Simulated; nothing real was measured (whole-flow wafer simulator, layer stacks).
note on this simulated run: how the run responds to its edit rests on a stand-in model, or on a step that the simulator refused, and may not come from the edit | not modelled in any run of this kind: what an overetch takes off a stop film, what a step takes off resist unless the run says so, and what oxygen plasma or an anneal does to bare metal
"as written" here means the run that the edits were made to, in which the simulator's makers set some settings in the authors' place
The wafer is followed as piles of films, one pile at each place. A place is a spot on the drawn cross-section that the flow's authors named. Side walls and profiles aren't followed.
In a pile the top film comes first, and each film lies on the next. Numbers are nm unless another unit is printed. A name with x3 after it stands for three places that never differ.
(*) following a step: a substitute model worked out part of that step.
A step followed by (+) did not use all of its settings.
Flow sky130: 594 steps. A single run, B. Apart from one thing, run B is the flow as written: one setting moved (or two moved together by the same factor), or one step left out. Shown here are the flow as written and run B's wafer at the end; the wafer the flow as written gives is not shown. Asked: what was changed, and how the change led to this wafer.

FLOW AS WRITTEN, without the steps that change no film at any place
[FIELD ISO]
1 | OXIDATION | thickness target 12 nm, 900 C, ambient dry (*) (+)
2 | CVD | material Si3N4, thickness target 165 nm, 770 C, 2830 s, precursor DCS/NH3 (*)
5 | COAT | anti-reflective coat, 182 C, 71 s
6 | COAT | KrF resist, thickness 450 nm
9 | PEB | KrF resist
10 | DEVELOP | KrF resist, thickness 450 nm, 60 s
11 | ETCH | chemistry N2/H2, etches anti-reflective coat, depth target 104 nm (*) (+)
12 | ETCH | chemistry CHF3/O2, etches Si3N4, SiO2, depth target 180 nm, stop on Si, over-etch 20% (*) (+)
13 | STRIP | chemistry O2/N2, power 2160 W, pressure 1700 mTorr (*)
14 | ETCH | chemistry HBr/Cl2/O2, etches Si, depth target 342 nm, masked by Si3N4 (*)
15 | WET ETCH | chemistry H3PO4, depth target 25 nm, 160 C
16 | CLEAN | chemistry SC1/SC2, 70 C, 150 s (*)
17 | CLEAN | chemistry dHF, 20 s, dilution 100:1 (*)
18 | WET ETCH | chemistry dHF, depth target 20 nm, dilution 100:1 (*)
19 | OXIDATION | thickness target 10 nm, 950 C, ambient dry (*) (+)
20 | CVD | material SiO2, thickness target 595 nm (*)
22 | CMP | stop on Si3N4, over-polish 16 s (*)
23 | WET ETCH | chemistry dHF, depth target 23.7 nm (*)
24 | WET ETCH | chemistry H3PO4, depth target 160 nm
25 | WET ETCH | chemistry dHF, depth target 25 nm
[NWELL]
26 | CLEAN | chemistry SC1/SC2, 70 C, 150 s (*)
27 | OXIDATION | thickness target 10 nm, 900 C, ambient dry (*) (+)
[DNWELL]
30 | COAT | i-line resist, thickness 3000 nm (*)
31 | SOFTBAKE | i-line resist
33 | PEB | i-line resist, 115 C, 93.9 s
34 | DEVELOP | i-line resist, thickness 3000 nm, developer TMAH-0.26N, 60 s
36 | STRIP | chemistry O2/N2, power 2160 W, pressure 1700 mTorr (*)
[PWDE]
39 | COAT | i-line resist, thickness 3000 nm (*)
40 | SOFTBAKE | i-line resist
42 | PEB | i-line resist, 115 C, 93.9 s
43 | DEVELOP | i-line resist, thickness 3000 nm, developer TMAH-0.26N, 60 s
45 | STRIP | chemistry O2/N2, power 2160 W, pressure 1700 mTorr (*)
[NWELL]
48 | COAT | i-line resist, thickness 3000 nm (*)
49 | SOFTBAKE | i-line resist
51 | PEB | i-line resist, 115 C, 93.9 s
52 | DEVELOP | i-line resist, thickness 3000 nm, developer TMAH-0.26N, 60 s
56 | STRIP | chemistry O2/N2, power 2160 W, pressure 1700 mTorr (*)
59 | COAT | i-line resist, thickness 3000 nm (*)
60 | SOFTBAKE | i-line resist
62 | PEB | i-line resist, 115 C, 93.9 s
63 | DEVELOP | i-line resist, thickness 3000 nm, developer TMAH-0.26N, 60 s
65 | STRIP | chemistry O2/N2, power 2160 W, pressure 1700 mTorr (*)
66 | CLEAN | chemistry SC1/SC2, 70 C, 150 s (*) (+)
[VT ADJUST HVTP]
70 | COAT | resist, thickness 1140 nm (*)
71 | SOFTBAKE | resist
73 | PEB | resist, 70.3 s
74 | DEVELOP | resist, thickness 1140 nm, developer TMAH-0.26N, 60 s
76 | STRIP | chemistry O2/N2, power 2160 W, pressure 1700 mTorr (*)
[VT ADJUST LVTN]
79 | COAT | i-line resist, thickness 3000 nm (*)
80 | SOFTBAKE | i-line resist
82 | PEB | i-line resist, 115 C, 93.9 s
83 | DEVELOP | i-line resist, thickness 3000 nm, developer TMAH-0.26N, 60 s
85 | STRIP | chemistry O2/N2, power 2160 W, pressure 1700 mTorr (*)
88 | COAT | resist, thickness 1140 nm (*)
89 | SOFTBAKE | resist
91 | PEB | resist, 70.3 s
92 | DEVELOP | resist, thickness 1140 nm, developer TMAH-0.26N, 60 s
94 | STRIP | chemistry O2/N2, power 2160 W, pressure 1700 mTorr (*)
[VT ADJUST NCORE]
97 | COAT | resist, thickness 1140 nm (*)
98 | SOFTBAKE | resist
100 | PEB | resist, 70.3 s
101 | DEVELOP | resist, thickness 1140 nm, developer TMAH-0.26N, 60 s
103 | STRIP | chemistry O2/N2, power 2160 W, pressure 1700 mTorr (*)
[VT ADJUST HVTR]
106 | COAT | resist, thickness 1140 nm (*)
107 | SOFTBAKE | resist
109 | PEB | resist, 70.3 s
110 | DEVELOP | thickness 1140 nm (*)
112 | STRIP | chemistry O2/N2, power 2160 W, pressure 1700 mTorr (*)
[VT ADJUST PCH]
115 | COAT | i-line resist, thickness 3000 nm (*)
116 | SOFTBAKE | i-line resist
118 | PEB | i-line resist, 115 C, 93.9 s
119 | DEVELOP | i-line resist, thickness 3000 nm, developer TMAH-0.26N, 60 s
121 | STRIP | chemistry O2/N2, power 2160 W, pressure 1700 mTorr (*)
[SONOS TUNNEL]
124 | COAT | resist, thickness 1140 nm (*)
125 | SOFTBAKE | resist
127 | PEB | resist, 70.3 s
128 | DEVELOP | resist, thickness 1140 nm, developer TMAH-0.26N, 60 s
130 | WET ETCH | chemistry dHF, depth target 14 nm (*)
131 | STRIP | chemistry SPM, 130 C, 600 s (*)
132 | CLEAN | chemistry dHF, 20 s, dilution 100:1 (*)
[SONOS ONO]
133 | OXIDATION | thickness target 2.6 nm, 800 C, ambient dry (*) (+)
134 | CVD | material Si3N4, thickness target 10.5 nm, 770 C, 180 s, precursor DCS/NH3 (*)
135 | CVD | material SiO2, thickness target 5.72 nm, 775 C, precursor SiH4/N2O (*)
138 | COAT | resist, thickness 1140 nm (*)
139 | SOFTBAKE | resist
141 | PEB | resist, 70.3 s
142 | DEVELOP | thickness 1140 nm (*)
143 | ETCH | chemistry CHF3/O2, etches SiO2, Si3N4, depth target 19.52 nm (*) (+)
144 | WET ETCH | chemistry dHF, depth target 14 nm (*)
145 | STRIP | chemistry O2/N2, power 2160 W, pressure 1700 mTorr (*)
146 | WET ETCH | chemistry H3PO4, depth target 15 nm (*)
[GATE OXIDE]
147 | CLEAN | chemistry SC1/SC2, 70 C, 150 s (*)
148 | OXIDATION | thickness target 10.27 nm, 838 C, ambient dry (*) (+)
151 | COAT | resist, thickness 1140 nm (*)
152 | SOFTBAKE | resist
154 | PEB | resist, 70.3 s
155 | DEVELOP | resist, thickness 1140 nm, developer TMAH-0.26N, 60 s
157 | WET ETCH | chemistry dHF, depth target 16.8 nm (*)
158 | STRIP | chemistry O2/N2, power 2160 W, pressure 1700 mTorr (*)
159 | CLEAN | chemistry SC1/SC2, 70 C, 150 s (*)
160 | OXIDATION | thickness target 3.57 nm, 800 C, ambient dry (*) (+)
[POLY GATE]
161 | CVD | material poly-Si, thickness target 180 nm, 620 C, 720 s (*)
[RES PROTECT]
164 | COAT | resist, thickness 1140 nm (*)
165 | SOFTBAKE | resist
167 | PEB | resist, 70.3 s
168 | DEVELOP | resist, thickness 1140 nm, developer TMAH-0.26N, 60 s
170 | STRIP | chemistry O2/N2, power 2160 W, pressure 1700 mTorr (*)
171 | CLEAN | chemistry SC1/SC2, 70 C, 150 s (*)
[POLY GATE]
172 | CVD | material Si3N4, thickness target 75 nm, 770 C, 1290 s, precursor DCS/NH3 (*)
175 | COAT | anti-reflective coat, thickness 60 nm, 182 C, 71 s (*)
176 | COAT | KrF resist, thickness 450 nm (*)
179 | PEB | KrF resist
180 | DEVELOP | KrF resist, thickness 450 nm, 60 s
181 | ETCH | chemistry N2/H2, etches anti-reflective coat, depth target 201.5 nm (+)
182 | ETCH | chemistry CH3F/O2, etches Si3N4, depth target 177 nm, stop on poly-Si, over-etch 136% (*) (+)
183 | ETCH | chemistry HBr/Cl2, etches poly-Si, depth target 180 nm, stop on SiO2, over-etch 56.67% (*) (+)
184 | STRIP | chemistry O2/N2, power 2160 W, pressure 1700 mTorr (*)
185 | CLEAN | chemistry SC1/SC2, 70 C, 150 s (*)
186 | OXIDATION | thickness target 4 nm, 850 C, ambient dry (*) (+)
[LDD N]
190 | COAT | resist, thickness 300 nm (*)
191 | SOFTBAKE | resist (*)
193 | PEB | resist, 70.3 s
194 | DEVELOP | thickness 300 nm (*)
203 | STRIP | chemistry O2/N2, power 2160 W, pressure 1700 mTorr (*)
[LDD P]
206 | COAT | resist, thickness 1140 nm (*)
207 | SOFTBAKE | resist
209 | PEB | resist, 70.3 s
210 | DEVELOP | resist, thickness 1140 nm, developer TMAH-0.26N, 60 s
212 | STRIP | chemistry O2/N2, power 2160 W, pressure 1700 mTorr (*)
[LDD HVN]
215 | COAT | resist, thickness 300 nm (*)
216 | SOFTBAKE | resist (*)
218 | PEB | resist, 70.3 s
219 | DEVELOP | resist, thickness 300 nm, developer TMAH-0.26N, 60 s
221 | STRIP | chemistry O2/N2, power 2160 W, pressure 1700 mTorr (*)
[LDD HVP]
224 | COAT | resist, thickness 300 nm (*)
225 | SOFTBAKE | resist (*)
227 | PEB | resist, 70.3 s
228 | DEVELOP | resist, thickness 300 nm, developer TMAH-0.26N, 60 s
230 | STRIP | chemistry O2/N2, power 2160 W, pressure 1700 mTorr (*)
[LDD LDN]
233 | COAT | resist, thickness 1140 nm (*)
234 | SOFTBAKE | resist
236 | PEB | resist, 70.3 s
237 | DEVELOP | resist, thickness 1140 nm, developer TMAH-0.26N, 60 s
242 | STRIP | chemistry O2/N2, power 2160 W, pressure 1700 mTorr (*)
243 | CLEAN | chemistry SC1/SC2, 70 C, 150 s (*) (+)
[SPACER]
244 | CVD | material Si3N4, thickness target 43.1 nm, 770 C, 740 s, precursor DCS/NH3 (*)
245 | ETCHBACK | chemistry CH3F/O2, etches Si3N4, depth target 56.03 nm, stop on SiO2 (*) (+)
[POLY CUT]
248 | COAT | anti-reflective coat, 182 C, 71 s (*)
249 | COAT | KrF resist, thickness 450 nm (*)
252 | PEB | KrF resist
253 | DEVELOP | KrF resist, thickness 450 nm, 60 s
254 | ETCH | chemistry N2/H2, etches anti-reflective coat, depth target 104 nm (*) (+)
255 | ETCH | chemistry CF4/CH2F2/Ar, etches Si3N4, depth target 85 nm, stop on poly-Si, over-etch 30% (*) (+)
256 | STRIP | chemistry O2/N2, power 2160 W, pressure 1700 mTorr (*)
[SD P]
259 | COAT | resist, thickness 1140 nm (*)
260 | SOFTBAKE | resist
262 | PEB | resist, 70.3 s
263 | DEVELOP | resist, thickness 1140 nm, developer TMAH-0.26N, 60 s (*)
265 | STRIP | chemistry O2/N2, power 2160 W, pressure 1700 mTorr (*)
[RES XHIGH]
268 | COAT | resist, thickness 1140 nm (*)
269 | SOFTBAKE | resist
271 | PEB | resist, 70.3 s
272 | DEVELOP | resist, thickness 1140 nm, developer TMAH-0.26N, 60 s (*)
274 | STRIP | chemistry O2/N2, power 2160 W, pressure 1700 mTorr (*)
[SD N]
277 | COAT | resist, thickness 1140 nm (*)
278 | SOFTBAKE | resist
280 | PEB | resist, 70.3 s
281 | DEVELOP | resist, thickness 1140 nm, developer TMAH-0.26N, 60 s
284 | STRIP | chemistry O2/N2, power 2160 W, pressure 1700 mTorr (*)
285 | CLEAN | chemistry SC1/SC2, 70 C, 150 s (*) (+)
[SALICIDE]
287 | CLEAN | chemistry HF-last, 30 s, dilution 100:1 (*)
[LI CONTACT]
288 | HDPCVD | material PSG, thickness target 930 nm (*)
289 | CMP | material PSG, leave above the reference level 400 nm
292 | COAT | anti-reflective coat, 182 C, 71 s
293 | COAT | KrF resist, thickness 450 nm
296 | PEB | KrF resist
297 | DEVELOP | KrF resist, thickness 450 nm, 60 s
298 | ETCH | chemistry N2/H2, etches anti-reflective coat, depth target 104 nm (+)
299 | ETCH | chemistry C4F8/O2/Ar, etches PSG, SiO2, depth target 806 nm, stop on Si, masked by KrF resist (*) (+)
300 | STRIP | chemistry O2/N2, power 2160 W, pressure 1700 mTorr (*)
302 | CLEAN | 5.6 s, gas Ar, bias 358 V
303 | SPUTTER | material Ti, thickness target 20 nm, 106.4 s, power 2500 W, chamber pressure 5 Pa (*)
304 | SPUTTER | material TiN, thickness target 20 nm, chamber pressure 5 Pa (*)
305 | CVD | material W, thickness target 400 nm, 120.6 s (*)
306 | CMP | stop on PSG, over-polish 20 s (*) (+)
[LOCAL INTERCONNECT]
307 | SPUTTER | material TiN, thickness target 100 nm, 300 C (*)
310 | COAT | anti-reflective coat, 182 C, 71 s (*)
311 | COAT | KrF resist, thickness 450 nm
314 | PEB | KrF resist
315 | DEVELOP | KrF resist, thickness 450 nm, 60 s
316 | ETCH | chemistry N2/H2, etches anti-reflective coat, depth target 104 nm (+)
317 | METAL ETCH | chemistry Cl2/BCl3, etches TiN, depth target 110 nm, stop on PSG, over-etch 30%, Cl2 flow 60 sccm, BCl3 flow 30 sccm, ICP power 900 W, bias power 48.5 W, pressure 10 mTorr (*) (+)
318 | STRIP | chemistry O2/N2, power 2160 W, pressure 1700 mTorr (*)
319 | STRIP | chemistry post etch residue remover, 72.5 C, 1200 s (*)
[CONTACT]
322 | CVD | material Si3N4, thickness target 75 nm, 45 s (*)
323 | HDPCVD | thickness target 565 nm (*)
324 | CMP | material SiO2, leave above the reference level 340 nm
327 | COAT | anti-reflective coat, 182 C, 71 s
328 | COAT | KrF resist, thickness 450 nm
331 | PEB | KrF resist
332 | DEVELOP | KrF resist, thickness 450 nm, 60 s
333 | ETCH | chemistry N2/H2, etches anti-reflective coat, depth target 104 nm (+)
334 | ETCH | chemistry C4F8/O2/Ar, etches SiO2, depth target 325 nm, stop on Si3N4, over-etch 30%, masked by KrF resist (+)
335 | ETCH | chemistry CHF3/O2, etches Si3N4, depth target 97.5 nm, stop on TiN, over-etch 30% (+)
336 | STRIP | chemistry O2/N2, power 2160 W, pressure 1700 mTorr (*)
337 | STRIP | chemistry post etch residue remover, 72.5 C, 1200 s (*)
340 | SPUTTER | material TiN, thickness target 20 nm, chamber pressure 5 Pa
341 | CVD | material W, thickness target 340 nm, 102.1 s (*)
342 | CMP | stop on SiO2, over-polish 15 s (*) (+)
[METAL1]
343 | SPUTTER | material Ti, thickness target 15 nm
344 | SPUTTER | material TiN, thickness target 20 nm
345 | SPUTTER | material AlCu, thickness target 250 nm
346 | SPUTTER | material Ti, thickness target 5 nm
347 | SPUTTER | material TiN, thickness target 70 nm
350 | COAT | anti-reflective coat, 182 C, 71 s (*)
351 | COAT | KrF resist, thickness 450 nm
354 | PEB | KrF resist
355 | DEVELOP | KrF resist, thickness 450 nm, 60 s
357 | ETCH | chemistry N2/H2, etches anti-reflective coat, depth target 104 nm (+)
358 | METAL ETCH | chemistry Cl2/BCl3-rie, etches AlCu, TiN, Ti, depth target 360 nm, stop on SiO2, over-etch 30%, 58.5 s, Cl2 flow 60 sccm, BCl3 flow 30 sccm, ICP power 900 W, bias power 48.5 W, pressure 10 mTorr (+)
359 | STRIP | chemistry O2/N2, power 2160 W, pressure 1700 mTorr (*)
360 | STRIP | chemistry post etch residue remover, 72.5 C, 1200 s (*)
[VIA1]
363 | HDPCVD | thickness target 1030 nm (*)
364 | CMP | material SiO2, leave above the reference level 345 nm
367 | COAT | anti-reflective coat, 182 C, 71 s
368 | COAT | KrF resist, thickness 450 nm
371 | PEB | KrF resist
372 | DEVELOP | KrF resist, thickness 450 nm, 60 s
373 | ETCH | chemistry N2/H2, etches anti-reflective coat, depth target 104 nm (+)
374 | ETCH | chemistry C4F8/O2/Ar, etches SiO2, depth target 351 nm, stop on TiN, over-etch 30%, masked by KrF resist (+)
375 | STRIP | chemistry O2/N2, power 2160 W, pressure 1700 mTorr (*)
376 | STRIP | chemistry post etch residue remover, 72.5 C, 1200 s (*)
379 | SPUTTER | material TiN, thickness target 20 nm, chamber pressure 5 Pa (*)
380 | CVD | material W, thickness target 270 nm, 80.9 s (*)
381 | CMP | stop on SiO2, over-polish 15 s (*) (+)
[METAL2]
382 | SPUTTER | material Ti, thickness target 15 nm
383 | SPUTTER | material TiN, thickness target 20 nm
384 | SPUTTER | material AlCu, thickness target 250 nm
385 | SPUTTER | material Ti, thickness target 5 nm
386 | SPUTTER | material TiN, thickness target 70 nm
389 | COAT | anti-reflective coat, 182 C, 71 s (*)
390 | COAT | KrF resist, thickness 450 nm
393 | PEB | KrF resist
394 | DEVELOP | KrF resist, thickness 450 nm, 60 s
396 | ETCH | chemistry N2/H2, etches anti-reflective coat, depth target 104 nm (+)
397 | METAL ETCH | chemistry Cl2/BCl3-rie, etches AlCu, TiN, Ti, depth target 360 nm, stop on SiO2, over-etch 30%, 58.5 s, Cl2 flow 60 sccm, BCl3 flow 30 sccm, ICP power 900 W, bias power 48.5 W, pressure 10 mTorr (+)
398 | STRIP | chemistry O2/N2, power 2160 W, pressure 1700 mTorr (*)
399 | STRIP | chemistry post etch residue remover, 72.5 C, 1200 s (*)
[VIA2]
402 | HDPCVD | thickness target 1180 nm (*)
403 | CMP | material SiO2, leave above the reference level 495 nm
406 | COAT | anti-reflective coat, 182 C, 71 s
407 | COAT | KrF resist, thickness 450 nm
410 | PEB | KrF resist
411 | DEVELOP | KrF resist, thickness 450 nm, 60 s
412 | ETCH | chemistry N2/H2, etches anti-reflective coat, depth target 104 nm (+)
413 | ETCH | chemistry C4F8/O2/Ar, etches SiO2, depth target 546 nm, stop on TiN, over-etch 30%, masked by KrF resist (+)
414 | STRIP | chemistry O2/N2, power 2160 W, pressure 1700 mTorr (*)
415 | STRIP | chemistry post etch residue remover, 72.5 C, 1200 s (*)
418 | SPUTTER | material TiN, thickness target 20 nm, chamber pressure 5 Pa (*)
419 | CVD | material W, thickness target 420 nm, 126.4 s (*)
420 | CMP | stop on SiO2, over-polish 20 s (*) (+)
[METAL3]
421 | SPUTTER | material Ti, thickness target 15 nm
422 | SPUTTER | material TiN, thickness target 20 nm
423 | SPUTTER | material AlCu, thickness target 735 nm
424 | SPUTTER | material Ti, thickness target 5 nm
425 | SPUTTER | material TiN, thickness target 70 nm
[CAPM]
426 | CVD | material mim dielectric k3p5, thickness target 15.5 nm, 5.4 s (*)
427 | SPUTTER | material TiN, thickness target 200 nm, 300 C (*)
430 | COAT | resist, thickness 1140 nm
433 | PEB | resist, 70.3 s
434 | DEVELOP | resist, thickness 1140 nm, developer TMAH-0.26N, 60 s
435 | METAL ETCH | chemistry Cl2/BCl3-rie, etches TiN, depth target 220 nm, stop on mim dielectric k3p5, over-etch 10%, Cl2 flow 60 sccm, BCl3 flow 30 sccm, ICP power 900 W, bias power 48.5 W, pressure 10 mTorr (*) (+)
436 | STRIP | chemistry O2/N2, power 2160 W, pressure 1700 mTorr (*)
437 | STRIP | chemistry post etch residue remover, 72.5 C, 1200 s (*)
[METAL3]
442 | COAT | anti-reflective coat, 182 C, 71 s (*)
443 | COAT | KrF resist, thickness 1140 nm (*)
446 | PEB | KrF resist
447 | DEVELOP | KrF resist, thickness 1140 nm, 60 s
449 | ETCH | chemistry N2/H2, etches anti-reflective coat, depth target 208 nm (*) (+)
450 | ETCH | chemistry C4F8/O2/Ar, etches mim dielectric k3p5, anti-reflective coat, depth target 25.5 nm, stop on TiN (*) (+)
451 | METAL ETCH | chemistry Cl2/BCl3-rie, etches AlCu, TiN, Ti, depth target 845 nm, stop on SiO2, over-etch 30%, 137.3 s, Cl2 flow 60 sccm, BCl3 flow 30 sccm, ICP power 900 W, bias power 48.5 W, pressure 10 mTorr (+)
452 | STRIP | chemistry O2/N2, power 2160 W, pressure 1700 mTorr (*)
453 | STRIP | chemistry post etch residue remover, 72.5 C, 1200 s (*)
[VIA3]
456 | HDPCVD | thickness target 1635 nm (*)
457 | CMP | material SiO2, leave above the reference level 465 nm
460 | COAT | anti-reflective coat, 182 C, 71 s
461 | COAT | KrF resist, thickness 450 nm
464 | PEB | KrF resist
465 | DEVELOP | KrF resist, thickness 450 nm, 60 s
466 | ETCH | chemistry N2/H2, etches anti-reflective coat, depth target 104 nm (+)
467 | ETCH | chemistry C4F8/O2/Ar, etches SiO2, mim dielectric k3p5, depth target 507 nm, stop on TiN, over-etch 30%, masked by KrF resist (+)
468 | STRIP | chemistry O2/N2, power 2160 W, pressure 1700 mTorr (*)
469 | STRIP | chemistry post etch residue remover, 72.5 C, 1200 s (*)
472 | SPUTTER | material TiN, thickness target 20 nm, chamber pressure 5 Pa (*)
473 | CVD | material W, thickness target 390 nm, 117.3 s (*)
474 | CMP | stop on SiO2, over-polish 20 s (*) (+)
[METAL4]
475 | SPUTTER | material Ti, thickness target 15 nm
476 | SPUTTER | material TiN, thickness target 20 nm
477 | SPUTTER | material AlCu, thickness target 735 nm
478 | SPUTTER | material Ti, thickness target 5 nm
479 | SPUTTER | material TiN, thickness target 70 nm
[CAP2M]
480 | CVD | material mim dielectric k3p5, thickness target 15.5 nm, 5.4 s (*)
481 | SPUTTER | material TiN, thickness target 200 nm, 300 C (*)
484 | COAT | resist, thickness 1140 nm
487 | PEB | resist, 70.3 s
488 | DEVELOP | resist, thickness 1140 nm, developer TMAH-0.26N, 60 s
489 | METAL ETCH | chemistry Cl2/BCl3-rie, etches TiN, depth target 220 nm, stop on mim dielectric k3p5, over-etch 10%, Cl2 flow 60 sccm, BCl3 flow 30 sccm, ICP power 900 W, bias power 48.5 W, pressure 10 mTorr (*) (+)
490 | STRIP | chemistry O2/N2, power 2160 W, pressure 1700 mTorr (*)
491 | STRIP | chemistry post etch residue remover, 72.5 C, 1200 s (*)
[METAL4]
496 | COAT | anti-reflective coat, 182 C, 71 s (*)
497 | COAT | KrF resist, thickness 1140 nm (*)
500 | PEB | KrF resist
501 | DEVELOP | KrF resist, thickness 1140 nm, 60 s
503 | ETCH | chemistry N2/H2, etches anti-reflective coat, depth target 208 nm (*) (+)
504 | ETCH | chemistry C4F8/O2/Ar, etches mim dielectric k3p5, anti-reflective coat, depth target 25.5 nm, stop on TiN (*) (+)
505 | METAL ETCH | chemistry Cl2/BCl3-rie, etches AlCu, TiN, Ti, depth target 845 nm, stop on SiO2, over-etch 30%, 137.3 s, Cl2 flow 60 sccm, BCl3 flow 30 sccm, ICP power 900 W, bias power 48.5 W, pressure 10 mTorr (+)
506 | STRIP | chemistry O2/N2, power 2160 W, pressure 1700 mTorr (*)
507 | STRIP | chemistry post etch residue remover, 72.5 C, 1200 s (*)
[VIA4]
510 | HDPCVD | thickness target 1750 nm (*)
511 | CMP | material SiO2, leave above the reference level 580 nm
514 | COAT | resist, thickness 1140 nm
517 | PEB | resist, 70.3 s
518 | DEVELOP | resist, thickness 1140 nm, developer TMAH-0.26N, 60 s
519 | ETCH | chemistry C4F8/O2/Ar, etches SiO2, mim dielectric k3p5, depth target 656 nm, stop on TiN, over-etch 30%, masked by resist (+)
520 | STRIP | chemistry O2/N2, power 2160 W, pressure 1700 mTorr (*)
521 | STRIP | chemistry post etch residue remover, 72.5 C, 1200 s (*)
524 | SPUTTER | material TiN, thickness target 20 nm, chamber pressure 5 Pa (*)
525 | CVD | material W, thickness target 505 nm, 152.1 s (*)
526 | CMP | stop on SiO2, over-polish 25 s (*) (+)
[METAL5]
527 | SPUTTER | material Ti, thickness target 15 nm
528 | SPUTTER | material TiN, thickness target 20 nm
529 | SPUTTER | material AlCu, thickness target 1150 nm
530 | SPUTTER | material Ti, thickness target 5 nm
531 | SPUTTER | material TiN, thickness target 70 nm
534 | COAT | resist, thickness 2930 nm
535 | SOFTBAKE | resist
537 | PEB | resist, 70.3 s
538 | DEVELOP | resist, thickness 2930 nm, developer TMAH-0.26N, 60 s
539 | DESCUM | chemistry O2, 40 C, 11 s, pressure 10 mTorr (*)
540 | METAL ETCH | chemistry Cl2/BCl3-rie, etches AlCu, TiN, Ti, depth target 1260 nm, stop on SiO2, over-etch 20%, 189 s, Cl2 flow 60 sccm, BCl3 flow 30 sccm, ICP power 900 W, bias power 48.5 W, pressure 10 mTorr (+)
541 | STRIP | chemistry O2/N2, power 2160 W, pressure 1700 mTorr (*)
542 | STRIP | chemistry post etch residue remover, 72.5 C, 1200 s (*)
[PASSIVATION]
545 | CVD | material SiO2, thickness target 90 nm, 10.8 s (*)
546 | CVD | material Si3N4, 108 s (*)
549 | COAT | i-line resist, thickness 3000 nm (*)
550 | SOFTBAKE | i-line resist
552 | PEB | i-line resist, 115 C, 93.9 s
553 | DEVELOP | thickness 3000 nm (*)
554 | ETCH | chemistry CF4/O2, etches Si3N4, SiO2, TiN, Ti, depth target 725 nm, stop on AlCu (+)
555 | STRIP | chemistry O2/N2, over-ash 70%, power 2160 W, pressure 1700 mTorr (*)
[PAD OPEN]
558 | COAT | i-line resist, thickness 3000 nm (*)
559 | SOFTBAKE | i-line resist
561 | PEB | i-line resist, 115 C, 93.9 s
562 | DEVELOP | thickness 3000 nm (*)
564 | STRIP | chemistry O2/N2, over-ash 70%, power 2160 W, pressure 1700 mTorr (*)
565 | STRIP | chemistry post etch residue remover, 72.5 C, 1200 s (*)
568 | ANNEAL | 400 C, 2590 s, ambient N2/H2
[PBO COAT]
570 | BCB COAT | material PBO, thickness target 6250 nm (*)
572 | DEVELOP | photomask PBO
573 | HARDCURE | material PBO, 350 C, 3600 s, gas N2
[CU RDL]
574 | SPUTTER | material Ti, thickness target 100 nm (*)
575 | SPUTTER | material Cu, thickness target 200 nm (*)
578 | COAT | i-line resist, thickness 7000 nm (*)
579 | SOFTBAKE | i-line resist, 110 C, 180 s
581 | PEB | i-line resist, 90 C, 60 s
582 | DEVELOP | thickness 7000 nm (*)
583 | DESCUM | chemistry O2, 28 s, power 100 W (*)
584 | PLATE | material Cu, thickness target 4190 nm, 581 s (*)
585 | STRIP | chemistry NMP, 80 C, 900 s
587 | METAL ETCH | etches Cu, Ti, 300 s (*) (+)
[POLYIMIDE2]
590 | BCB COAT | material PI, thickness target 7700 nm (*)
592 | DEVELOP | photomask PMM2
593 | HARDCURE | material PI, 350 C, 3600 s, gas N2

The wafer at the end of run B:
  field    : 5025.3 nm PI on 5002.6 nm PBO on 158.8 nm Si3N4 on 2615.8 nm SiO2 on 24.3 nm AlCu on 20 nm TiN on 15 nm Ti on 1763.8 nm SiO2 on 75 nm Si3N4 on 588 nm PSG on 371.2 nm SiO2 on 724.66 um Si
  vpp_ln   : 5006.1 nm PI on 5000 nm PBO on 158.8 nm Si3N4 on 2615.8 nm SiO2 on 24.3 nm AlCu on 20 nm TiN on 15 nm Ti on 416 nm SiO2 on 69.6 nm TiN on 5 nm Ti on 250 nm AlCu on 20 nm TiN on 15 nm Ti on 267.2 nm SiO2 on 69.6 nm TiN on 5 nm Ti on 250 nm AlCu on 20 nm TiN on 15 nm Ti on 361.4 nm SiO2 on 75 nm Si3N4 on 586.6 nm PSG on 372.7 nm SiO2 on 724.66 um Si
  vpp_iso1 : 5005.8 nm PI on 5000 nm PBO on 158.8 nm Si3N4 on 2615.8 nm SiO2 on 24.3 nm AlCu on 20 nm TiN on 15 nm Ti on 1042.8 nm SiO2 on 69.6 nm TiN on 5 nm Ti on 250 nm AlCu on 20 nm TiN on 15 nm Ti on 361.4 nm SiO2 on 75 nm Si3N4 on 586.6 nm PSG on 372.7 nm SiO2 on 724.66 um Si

Cause: step 451, METAL ETCH: depth target 600 nm was run, while the flow as written has depth target 845 nm; step 451, METAL ETCH: 97.5 s was run, where the flow has 137.3 s.

Step by step, how the change led to this:
  451 | METAL ETCH | chemistry Cl2/BCl3-rie, etches AlCu, TiN, Ti, depth target 845 nm, stop on SiO2, over-etch 30%, 137.3 s, Cl2 flow 60 sccm, BCl3 flow 30 sccm, ICP power 900 W, bias power 48.5 W, pressure 10 mTorr (+)
      field, gate, spacer and 68 more: -70 TiN (all of it), -5 Ti (all of it), -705 AlCu (as written it would have been: -70 TiN (all of it), -5 Ti (all of it), -735 AlCu (all of it), -20 TiN (all of it), -15 Ti (all of it), -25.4 SiO2)
      active, vpp_ln, vpp_iso2 and 11 more: -70 TiN (all of it), -5 Ti (all of it), -705 AlCu (as written it would have been: -70 TiN (all of it), -5 Ti (all of it), -735 AlCu (all of it), -20 TiN (all of it), -15 Ti (all of it), -25.3 SiO2)
      (also at 107 further places)
  452 | STRIP | chemistry O2/N2, power 2160 W, pressure 1700 mTorr (*)
      gate_hv, dice_street, pplus_nw and 73 more: -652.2 KrF resist (all of it), -80 anti-reflective coat (all of it) (as written it would have been: -492.9 KrF resist (all of it), -80 anti-reflective coat (all of it))
      n_well, p_well, sd_n and 6 more: -652.1 KrF resist (all of it), -80 anti-reflective coat (all of it) (as written it would have been: -492.9 KrF resist (all of it), -80 anti-reflective coat (all of it))
      (also at 22 further places)
  453 | STRIP | chemistry post etch residue remover, 72.5 C, 1200 s (*)
      field, active, gate and 82 more: -5.72 AlCu (as written it would have been: nothing)
  456 | HDPCVD | thickness target 1635 nm (*)
      field, active, gate and 82 more: +1635 SiO2 (new film) (as written it would have been: +1635 SiO2)
  457 | CMP | material SiO2, leave above the reference level 465 nm
      field, active, gate and 82 more: -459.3 SiO2 (as written it would have been: -374.7 SiO2)
With metal films that touch counted as one body, field has 1 body; the flow as written gives 0 bodies.
With metal films that touch counted as one body, vpp_ln has 3 bodies (between them, from the top down: SiO2 416; SiO2 267.2); the flow as written gives 2 bodies (between them, from the top down: SiO2 267.2).
With metal films that touch counted as one body, vpp_iso1 has 2 bodies (between them, from the top down: SiO2 1042.8); the flow as written gives 1 body.
